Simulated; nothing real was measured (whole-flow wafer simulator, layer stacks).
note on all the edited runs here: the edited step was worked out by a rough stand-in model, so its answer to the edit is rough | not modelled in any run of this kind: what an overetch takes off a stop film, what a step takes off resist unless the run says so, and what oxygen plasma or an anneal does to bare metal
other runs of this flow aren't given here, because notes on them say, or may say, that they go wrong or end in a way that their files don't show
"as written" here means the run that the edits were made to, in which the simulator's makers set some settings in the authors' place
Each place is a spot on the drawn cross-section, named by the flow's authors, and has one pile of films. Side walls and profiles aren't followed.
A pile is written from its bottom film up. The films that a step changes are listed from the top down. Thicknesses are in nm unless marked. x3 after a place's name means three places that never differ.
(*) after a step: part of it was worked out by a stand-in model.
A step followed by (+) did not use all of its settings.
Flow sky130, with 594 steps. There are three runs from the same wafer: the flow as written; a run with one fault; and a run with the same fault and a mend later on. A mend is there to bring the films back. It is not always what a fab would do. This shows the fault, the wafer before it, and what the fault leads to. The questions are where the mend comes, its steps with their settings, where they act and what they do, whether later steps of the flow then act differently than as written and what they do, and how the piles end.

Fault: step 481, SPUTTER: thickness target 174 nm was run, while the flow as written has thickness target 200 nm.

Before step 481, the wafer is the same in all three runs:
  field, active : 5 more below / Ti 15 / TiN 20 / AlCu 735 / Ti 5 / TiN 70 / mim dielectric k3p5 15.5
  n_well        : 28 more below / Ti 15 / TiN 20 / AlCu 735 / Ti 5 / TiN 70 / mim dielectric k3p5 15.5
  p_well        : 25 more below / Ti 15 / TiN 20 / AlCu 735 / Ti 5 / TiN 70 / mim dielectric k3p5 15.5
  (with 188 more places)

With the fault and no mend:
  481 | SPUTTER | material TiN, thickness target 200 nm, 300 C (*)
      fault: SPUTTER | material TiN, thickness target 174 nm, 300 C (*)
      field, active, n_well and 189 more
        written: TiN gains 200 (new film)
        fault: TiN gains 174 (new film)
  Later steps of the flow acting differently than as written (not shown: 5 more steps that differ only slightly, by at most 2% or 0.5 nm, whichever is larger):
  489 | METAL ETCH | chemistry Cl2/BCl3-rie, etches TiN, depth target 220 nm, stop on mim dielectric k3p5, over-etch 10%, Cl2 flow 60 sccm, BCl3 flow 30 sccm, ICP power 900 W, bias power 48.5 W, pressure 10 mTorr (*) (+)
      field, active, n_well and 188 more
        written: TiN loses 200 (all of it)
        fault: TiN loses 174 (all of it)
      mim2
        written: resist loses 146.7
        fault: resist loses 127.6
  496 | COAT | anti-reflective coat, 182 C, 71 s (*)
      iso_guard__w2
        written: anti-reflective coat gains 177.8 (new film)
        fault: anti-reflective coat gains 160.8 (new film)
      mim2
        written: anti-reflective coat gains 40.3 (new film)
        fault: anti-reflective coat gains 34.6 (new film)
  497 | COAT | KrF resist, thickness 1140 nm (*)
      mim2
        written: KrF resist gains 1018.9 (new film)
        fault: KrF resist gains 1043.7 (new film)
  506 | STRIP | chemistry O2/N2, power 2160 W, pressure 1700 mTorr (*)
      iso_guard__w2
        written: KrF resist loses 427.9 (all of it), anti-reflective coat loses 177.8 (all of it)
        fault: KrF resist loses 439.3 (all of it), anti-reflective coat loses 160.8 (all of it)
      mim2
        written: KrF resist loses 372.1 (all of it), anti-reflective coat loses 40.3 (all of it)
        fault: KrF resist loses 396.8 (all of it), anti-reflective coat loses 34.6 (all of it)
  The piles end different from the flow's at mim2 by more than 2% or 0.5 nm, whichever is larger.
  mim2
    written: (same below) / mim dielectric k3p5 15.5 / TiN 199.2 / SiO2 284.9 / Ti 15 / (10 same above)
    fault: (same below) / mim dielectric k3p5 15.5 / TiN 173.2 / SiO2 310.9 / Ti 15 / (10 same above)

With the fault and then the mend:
  The mend follows step 488.
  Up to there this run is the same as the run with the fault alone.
  488a | STRIP | chemistry O2/N2, power 2160 W, pressure 1700 mTorr (*)
      mim2
        resist loses 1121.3 (all of it)
  488b | SPUTTER | material TiN, thickness target 26 nm, 300 C (*) (the flow's step 481, run once more with other settings)
      field, active, n_well and 189 more
        TiN gains 26
  488c | HMDS | 120 C, 60 s (the flow's step 483, run once more)
      does not change any film at any place that is followed
  488d | COAT | resist, thickness 1140 nm (the flow's step 484, run once more)
      field, active, n_well and 187 more
        resist gains 1140 (new film)
      m1, via3_hole
        resist gains 1140.6 (new film)
  488e | SOFTBAKE | resist (the flow's step 485, run once more)
      does not change any film at any place that is followed
  488f | EXPOSE | photomask CAP2M, dose 177.7 mJ/cm2, NA 0.6, wavelength 365 nm (*) (the flow's step 486, run once more)
      does not change any film at any place that is followed
  488g | PEB | resist, 70.3 s (the flow's step 487, run once more)
      field, active, n_well and 189 more
        resist loses 18.7
  488h | DEVELOP | resist, thickness 1140 nm, developer TMAH-0.26N, 60 s (the flow's step 488, run once more)
      field, active, n_well and 186 more
        resist loses 1121.3 (all of it)
      m1, via3_hole
        resist loses 1121.9 (all of it)
  None of the later steps of the flow acts differently than as written at any place that is followed.
  By the end, the piles equal the flow's at every place that both follow.
